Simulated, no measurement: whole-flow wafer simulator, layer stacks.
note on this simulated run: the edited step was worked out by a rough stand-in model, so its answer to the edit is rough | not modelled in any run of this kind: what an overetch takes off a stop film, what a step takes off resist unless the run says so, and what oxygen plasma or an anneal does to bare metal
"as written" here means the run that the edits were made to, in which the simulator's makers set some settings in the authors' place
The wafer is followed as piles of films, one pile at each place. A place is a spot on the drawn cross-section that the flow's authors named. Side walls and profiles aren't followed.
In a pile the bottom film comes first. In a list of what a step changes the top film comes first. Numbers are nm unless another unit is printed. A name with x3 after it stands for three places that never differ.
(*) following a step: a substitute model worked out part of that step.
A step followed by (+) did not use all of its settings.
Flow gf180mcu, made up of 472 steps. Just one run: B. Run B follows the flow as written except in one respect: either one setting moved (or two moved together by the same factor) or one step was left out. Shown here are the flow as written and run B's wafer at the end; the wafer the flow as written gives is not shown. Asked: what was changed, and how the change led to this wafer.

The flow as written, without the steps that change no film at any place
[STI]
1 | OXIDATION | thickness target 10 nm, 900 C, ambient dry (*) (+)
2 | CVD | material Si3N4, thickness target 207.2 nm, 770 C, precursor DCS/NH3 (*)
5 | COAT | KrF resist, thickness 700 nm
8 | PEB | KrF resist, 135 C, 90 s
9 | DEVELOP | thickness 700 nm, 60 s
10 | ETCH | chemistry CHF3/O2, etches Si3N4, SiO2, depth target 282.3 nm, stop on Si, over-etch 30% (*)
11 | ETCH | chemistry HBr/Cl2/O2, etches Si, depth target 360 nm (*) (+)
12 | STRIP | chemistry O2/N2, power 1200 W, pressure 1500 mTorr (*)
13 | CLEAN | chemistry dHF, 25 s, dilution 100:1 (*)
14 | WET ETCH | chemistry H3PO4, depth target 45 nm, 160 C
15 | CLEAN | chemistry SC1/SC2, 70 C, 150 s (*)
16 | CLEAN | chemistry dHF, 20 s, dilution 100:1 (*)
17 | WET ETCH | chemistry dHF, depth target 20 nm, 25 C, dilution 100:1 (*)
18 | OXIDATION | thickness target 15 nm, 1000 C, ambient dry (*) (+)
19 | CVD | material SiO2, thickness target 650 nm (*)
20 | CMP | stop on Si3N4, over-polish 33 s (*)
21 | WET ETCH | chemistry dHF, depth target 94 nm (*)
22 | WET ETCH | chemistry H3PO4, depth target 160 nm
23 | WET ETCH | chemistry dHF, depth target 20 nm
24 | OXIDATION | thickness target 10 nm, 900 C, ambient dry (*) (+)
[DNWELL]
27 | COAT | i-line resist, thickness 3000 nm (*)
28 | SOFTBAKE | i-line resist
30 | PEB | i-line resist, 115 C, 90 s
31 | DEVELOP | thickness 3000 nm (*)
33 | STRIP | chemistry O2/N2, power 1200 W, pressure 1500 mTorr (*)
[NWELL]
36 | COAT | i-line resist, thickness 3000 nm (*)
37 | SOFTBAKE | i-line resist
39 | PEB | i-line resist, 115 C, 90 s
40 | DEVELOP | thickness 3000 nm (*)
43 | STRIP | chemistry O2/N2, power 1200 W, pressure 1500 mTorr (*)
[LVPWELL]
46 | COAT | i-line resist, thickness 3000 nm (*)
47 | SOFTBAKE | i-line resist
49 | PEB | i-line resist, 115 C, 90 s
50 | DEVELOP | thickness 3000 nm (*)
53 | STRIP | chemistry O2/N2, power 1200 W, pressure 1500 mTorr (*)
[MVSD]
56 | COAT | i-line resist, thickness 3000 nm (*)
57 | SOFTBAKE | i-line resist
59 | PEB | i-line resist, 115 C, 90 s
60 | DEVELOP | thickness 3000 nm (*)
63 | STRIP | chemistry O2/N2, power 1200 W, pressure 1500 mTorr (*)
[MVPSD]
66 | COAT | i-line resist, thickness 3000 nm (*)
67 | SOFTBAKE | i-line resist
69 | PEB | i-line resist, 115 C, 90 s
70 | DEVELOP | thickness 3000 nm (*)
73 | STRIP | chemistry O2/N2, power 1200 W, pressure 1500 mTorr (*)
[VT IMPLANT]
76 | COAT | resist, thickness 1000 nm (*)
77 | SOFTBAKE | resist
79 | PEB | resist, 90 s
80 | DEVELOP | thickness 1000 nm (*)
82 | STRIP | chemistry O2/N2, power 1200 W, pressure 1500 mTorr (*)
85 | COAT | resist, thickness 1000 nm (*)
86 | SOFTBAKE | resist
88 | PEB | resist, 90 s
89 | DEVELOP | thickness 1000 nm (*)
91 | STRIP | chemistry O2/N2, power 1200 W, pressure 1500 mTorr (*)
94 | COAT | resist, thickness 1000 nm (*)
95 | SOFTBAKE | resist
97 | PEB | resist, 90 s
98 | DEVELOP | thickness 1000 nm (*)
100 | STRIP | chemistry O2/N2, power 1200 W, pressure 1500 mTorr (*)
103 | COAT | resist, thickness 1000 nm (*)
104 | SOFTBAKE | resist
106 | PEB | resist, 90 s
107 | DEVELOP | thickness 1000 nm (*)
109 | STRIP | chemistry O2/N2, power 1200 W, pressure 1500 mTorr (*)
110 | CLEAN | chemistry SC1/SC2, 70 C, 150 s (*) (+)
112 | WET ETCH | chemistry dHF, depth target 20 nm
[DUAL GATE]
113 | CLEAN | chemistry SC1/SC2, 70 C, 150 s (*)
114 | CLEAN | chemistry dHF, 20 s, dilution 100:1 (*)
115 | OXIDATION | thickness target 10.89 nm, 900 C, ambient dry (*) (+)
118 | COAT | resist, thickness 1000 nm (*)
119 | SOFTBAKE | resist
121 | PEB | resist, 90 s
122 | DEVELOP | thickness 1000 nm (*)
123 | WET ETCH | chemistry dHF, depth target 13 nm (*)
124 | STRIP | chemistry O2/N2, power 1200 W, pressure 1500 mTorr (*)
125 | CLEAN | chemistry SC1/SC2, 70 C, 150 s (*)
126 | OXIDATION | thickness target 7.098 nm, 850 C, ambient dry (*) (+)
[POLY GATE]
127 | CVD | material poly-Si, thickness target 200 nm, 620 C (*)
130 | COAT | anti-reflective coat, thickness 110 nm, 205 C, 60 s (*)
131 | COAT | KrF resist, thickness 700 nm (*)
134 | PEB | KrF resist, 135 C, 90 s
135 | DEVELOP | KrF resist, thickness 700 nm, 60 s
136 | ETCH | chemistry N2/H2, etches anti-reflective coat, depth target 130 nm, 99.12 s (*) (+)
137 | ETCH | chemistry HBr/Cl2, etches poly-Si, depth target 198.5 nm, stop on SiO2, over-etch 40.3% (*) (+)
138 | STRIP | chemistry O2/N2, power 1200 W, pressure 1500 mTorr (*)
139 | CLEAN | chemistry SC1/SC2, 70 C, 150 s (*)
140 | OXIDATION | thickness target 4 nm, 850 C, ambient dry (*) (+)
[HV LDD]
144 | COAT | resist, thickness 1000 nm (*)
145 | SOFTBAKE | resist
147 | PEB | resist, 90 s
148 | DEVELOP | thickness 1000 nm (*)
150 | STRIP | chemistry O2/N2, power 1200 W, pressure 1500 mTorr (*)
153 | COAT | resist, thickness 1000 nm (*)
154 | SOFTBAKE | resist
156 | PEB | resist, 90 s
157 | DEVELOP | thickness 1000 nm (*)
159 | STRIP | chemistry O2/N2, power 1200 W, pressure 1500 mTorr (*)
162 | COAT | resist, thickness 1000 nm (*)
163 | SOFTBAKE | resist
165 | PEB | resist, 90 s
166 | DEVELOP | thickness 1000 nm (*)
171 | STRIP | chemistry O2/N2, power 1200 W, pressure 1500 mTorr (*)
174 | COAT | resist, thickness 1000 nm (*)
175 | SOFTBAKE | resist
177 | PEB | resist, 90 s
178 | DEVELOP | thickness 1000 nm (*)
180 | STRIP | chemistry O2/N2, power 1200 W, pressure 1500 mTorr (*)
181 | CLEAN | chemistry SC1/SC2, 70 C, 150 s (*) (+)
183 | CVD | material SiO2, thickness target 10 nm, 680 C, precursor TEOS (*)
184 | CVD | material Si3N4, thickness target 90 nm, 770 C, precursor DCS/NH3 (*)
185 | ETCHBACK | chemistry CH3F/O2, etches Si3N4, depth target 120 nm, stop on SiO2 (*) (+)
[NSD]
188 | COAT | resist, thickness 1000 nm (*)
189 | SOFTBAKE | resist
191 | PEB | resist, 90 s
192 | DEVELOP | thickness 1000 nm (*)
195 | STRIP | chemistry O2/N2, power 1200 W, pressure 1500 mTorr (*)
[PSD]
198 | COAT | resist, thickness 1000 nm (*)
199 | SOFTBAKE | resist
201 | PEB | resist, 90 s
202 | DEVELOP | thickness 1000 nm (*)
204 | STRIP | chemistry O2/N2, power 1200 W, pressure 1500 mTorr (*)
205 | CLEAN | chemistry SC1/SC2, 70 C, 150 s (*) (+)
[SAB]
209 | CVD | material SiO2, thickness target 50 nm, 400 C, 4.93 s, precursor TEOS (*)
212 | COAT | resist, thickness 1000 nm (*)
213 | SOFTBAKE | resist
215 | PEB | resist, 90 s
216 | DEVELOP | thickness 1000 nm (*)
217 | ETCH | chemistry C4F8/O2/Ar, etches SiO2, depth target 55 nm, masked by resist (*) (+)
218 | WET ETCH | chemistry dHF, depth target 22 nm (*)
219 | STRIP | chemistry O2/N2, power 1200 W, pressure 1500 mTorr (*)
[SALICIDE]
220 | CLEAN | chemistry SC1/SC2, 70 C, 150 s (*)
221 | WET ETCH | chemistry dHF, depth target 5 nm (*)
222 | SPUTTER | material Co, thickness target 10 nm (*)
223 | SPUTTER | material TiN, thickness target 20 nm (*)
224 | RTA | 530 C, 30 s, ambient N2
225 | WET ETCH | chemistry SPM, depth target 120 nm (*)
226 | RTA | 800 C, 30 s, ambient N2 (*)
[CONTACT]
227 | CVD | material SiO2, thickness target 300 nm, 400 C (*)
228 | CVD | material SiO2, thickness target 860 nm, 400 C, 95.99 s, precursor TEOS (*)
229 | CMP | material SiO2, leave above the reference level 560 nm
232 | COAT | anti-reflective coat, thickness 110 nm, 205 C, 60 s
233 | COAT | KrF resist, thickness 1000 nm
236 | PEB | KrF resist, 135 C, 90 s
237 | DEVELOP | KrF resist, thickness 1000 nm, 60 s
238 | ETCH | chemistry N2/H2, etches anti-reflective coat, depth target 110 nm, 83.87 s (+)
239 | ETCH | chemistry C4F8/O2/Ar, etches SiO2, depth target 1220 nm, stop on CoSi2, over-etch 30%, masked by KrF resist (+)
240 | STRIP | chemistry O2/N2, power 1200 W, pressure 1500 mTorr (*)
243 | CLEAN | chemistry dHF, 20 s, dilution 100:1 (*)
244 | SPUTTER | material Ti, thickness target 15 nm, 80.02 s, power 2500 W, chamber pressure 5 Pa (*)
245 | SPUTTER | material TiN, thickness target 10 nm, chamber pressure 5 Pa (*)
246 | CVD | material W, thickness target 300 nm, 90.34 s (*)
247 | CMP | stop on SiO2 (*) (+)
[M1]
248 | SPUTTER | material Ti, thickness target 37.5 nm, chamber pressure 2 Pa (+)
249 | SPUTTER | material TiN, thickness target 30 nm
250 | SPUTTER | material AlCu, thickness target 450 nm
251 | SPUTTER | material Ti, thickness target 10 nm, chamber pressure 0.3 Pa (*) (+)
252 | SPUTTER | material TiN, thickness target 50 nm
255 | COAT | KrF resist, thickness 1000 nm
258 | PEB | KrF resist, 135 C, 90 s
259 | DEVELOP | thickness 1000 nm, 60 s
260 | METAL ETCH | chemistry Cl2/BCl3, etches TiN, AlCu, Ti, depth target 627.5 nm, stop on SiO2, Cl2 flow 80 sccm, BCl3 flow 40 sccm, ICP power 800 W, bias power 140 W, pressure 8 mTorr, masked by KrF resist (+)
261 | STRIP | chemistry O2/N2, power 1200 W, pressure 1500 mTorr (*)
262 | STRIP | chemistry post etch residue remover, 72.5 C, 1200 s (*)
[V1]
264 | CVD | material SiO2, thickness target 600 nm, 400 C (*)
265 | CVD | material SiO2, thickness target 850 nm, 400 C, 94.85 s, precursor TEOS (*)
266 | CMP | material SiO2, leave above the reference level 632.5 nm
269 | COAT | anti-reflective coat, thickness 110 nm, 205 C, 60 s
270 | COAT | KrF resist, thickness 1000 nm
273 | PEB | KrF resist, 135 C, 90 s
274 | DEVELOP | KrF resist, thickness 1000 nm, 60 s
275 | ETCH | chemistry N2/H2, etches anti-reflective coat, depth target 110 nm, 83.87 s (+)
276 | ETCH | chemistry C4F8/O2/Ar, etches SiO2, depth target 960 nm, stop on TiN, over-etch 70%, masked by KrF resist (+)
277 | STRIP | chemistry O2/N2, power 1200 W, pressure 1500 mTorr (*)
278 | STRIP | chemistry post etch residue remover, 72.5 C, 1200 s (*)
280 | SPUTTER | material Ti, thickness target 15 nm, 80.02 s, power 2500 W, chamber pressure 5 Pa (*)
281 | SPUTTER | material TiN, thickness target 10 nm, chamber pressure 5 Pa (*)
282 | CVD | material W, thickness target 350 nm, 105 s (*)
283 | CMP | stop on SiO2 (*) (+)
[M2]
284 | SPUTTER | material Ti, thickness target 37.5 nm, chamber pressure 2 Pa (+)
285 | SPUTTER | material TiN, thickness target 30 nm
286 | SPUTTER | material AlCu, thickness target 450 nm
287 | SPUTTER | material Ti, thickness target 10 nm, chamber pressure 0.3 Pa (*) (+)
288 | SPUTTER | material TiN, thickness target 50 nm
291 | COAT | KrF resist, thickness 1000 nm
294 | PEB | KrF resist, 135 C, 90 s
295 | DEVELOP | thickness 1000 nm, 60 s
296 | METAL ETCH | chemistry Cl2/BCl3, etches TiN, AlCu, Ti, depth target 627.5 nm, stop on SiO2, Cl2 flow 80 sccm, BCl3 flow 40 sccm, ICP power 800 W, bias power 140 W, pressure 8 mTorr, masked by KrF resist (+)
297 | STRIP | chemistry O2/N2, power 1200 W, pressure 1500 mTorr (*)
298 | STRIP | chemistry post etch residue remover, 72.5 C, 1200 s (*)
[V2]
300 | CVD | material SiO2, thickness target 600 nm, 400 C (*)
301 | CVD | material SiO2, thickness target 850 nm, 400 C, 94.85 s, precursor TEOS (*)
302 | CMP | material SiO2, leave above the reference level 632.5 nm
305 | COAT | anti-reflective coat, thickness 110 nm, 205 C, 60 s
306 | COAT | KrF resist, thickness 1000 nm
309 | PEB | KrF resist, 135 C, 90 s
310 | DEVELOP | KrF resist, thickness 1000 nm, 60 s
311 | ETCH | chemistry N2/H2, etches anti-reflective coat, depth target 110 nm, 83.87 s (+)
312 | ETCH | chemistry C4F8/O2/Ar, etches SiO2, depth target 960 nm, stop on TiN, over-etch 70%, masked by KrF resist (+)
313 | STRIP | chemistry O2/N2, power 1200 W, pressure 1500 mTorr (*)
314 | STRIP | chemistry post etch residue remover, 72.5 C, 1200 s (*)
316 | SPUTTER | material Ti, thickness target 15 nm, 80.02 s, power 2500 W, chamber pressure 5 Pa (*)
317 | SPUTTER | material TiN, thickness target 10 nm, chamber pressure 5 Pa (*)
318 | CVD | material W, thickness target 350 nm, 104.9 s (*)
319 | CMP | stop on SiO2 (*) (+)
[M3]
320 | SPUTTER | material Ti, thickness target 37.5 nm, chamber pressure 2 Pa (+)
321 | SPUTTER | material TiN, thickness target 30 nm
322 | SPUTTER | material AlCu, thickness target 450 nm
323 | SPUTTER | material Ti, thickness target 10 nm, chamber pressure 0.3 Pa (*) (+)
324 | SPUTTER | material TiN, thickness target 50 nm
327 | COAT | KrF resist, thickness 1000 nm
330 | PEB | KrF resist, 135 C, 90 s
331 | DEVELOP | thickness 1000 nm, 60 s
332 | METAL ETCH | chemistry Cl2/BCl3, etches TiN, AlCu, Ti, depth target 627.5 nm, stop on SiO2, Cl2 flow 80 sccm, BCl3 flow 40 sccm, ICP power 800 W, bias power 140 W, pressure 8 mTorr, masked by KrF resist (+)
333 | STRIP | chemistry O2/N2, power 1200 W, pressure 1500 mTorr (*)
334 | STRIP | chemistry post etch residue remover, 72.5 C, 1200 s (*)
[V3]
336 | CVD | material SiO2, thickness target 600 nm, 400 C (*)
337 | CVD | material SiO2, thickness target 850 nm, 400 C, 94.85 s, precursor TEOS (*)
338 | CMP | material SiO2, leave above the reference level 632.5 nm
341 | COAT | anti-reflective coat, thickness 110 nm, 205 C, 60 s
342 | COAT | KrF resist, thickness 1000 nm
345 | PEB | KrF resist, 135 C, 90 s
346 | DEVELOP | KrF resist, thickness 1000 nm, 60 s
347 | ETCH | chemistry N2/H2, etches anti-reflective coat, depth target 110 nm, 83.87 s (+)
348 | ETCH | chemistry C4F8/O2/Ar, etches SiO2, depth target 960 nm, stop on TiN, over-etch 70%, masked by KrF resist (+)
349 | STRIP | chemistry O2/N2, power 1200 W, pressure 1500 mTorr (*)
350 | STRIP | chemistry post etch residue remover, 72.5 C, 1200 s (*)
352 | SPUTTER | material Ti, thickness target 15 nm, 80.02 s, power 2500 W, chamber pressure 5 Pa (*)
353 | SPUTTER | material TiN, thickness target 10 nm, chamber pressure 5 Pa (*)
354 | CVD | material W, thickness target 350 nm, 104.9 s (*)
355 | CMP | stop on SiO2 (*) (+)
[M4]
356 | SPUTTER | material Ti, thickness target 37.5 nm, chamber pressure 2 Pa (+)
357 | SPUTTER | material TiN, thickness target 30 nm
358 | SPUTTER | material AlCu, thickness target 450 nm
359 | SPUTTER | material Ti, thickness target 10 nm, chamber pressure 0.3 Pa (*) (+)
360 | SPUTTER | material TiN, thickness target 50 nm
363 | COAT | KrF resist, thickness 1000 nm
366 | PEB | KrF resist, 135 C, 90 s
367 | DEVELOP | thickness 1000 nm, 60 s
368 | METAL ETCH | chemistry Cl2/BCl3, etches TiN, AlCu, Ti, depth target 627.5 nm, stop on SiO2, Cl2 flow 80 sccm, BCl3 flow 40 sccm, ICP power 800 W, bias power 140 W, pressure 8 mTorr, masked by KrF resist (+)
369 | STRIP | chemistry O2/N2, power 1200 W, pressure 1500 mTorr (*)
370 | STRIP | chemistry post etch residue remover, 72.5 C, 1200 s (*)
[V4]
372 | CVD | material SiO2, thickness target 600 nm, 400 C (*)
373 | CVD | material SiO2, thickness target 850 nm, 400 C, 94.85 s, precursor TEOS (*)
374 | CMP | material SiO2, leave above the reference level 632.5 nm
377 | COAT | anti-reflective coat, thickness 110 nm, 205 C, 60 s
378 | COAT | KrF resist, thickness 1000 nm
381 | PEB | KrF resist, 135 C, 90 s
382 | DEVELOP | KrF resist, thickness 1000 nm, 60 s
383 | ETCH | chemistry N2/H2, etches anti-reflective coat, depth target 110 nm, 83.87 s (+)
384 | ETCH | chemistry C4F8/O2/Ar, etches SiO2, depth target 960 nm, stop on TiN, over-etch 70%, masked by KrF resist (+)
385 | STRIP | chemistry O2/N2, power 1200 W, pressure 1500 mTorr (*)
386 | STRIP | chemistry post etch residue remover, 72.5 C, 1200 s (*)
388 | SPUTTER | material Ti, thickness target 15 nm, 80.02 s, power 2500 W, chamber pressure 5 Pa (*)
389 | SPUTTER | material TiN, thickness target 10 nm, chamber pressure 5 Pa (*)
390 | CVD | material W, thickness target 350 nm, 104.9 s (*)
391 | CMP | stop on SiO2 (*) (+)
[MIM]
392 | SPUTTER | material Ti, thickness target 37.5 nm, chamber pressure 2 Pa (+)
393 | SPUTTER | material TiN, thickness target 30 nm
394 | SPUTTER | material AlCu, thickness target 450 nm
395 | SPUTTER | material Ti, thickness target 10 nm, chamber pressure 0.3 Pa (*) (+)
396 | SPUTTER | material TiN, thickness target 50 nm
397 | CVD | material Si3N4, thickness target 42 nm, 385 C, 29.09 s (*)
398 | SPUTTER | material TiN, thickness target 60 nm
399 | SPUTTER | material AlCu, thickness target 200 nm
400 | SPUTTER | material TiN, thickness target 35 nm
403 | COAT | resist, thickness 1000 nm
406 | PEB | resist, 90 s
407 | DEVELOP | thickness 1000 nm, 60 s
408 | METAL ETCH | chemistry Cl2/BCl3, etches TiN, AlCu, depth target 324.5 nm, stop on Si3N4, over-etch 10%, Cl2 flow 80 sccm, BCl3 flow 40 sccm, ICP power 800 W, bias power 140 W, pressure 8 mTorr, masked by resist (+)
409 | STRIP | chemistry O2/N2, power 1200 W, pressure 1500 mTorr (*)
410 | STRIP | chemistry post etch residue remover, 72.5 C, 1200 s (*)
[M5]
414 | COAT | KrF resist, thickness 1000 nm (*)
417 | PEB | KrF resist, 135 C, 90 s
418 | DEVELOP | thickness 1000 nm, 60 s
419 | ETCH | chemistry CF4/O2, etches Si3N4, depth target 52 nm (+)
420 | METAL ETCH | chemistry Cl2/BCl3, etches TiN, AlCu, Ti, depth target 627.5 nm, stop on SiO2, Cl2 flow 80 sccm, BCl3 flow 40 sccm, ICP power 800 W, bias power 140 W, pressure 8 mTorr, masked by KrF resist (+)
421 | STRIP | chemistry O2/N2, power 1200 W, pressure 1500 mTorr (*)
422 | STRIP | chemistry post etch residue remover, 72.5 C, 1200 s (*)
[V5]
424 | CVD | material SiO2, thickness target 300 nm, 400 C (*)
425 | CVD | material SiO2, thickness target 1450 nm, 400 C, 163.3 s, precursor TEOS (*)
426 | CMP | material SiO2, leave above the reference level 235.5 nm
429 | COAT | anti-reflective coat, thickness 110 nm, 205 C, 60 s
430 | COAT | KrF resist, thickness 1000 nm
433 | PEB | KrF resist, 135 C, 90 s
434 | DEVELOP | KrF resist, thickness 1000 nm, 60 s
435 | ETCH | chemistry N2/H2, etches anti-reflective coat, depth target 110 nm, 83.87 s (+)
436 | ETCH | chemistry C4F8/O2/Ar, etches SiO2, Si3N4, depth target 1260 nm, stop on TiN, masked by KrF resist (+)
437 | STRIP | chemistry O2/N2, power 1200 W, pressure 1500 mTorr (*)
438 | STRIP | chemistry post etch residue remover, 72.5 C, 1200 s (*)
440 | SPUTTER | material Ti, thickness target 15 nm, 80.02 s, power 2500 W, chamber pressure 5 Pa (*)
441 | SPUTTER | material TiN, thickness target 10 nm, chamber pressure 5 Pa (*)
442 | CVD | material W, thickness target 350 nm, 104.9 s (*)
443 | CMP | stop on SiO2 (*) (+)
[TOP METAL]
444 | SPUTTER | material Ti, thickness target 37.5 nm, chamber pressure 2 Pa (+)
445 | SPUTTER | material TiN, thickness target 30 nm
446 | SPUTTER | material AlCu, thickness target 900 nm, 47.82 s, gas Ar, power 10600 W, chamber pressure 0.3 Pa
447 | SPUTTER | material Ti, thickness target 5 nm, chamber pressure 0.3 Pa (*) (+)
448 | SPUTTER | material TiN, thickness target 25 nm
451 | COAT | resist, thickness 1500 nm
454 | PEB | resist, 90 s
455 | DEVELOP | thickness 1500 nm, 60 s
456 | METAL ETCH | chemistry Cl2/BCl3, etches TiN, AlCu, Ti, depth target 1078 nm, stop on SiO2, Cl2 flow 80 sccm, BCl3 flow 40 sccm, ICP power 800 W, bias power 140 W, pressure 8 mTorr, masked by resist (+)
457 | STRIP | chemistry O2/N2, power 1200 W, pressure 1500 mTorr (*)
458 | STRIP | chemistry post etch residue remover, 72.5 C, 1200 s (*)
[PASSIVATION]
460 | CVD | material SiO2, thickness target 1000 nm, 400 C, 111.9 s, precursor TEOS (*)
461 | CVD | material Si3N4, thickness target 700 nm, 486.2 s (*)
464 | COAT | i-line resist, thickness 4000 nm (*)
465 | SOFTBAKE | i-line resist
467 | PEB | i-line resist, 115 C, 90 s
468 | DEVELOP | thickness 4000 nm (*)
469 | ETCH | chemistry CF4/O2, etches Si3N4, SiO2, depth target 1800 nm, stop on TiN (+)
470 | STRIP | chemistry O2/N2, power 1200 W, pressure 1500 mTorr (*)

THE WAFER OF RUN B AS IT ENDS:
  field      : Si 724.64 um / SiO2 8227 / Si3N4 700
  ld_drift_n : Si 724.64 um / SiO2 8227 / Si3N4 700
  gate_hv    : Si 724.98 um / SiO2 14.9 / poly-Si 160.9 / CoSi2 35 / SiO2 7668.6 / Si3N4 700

The reason: step 115, OXIDATION: thickness target 11.54 nm was run, whereas the flow has thickness target 10.89 nm.

Step by step, how the change led to this:
  115 | OXIDATION | thickness target 10.89 nm, 900 C, ambient dry (*) (+)
      active, n_well, p_well and 40 more: +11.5 SiO2 (new film), -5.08 Si (as written it would have been: +10.9 SiO2 (new film), -4.79 Si)
  123 | WET ETCH | chemistry dHF, depth target 13 nm (*)
      active, n_well, p_well and 12 more: -11.5 SiO2 (all of it) (as written it would have been: -10.9 SiO2 (all of it))
  189 | SOFTBAKE | resist
      field__w9: -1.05 resist (as written it would have been: +1.85 resist)
  199 | SOFTBAKE | resist
      field__w9: -1.05 resist (as written it would have been: +1.85 resist)
  218 | WET ETCH | chemistry dHF, depth target 22 nm (*)
      ld_drn_n, ld_sd_p: -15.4 SiO2 (all of it) (as written it would have been: -14.8 SiO2 (all of it))
      active_hv: -15.7 SiO2 (all of it) (as written it would have been: -15.1 SiO2 (all of it))
      (as well as at 4 more places)
